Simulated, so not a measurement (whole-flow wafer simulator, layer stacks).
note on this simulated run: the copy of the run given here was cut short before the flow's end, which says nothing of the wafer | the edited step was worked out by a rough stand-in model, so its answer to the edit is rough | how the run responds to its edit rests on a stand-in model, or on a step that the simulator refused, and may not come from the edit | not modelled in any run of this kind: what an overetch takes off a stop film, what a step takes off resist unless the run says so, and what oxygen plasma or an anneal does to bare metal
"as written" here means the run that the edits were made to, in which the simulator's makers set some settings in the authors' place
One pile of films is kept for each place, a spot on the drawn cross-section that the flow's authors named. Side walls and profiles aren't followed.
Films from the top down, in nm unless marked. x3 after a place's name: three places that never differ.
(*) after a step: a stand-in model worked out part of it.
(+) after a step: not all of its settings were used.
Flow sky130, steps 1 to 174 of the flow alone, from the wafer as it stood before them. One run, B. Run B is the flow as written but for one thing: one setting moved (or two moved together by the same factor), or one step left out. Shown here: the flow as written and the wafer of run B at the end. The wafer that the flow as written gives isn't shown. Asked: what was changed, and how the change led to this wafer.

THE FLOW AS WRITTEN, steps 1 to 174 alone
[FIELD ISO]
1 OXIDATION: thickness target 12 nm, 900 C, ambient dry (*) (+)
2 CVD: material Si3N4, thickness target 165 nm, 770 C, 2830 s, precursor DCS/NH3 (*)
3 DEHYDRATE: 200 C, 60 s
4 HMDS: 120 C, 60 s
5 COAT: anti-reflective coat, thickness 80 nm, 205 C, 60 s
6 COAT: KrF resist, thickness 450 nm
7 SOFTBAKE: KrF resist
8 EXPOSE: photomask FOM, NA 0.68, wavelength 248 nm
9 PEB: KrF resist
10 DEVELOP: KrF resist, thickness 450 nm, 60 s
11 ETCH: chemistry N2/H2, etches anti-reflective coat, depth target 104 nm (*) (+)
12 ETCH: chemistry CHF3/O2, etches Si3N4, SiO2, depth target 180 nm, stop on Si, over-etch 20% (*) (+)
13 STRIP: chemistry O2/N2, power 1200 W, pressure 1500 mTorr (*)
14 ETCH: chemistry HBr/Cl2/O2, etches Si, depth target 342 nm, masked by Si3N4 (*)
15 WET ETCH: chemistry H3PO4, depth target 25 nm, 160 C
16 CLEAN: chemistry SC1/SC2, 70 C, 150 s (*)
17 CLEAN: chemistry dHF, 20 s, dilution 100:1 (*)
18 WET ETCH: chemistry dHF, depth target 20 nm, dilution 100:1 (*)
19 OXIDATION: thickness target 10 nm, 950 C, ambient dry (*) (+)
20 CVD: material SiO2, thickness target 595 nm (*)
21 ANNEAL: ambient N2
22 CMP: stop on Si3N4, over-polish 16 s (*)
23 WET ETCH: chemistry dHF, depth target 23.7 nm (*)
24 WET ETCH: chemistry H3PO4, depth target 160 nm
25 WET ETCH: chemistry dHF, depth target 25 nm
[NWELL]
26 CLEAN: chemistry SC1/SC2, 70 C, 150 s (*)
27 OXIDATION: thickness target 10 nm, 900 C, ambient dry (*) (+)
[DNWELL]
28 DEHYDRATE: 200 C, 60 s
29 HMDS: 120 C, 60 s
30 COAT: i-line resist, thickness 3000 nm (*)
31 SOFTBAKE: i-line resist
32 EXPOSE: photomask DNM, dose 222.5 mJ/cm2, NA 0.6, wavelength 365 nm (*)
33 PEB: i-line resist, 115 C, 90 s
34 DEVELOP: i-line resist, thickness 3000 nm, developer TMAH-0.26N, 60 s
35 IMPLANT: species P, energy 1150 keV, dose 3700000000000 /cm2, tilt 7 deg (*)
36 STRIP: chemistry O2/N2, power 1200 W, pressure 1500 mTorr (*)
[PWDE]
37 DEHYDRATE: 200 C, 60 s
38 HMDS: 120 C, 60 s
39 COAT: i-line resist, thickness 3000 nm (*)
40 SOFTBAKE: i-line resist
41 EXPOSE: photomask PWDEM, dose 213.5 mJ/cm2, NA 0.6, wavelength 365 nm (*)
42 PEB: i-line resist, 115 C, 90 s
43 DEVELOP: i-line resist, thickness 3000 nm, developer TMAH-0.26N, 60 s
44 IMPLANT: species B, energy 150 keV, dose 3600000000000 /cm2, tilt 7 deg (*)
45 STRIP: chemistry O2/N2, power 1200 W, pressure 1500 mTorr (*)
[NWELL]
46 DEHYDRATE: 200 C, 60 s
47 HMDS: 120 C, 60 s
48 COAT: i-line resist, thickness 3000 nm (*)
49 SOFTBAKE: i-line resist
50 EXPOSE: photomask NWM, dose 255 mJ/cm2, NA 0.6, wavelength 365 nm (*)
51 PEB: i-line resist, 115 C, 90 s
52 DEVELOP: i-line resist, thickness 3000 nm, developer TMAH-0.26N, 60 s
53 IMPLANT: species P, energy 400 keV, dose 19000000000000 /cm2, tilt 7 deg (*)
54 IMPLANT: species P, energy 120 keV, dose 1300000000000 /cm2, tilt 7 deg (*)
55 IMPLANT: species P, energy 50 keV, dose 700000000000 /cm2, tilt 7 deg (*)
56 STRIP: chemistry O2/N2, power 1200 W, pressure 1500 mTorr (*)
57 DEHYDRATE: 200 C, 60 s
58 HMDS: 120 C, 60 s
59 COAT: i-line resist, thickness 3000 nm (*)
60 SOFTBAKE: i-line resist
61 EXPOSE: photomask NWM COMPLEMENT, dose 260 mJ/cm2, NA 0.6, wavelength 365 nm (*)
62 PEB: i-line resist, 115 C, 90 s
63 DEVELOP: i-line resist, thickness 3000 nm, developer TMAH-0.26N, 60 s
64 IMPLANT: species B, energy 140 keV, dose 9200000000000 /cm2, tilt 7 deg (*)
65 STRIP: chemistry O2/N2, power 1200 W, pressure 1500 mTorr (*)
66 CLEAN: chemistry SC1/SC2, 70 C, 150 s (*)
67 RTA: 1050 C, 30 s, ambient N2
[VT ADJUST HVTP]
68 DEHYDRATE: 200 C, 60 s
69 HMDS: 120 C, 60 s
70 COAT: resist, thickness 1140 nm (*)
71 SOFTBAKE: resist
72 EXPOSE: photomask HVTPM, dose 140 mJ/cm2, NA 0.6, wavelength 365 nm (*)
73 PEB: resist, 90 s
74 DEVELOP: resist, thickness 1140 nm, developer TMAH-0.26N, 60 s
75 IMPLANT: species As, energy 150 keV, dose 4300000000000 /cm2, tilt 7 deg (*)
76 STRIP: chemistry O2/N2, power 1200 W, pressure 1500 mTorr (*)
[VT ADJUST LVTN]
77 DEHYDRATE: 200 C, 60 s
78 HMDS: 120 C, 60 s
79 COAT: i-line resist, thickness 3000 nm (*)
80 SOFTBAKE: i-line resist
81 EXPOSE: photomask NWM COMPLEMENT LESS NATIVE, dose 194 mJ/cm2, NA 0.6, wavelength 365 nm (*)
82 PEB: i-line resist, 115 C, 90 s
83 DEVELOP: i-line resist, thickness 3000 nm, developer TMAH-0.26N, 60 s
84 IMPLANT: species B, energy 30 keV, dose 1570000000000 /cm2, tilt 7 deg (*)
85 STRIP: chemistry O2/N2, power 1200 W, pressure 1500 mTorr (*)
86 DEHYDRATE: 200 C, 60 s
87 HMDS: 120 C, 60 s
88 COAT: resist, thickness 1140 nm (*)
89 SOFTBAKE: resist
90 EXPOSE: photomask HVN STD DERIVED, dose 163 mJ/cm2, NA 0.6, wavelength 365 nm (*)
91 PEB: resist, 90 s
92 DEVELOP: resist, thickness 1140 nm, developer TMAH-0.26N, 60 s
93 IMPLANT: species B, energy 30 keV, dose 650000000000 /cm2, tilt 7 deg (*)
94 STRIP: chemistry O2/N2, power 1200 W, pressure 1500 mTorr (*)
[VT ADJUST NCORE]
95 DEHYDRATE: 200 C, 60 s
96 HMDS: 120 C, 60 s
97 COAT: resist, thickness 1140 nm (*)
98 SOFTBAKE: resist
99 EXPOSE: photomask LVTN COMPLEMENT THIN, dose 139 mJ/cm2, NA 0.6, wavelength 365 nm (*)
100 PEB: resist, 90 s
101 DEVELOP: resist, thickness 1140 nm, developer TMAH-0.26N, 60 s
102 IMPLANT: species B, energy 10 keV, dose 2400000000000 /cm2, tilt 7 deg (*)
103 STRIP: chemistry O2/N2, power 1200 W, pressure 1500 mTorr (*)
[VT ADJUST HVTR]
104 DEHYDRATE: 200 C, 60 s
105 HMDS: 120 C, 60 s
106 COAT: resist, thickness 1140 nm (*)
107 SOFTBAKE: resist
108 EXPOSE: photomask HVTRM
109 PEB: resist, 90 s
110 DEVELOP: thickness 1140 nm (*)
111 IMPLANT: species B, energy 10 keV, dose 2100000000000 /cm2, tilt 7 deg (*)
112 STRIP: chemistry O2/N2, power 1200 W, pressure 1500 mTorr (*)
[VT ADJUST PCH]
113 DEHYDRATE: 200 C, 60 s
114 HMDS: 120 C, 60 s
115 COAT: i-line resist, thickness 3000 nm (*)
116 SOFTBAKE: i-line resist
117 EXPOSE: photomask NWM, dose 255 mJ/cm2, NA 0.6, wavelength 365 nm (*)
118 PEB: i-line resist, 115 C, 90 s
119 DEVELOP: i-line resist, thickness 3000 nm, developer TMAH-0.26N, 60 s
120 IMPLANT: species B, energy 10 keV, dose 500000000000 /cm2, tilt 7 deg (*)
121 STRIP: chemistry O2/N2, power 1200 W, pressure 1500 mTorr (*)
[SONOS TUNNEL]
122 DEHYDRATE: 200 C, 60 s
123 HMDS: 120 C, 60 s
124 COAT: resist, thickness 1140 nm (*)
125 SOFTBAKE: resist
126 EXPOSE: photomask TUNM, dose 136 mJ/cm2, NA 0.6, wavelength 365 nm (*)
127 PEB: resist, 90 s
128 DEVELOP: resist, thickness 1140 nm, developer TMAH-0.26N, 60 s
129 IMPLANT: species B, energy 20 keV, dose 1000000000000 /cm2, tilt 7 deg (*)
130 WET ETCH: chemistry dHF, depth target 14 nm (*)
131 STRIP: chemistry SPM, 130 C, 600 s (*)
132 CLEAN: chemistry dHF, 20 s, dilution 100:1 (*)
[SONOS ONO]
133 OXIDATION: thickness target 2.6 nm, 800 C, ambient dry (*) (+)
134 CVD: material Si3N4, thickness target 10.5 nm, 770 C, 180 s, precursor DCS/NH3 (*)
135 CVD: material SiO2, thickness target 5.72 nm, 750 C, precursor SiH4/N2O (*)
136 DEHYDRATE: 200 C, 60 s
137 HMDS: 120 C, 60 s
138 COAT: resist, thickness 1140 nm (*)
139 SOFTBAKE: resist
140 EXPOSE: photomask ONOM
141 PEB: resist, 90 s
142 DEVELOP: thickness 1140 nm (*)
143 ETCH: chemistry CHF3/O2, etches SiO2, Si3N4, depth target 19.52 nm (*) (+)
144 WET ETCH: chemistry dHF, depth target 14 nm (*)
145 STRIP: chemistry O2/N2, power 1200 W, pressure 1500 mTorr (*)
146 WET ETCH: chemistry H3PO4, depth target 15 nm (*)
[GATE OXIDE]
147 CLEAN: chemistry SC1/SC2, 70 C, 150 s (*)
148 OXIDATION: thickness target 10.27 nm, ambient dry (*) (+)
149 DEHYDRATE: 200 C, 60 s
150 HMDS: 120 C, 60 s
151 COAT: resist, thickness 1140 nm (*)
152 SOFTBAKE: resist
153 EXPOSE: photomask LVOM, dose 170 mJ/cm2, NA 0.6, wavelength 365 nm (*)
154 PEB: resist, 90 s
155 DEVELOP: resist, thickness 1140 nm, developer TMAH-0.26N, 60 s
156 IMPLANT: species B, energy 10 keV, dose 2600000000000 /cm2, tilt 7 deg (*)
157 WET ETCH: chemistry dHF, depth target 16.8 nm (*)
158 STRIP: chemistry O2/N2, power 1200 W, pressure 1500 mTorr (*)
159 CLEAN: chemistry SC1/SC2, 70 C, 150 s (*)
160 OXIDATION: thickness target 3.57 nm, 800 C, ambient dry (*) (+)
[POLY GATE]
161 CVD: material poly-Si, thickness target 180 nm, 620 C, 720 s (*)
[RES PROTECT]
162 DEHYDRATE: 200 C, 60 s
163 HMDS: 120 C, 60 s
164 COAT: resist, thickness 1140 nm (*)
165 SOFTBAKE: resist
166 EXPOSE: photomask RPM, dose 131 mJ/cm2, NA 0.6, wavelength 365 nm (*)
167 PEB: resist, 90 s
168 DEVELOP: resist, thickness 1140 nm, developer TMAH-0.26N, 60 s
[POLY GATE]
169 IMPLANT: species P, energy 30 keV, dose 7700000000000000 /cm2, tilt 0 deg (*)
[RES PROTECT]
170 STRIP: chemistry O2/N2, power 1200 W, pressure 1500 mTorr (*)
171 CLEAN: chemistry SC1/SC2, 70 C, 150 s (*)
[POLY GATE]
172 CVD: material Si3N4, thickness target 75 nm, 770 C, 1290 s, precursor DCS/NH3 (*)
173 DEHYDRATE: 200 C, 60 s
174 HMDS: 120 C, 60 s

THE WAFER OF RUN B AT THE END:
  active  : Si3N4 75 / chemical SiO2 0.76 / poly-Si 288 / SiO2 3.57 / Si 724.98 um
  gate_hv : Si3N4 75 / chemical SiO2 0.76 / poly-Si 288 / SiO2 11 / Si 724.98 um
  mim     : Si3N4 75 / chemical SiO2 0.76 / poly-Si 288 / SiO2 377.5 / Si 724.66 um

The cause: step 161, CVD: 1152 s was run, where the flow has 720 s.

How the change led to this, step by step:
  161 CVD: material poly-Si, thickness target 180 nm, 620 C, 720 s (*)
      field, active, n_well and 186 more: poly-Si +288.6 (new film) (as written it would be: poly-Si +180 (new film))
      ndiff_dn: poly-Si +329.9 (new film) (as written it would be: poly-Si +215.7 (new film))
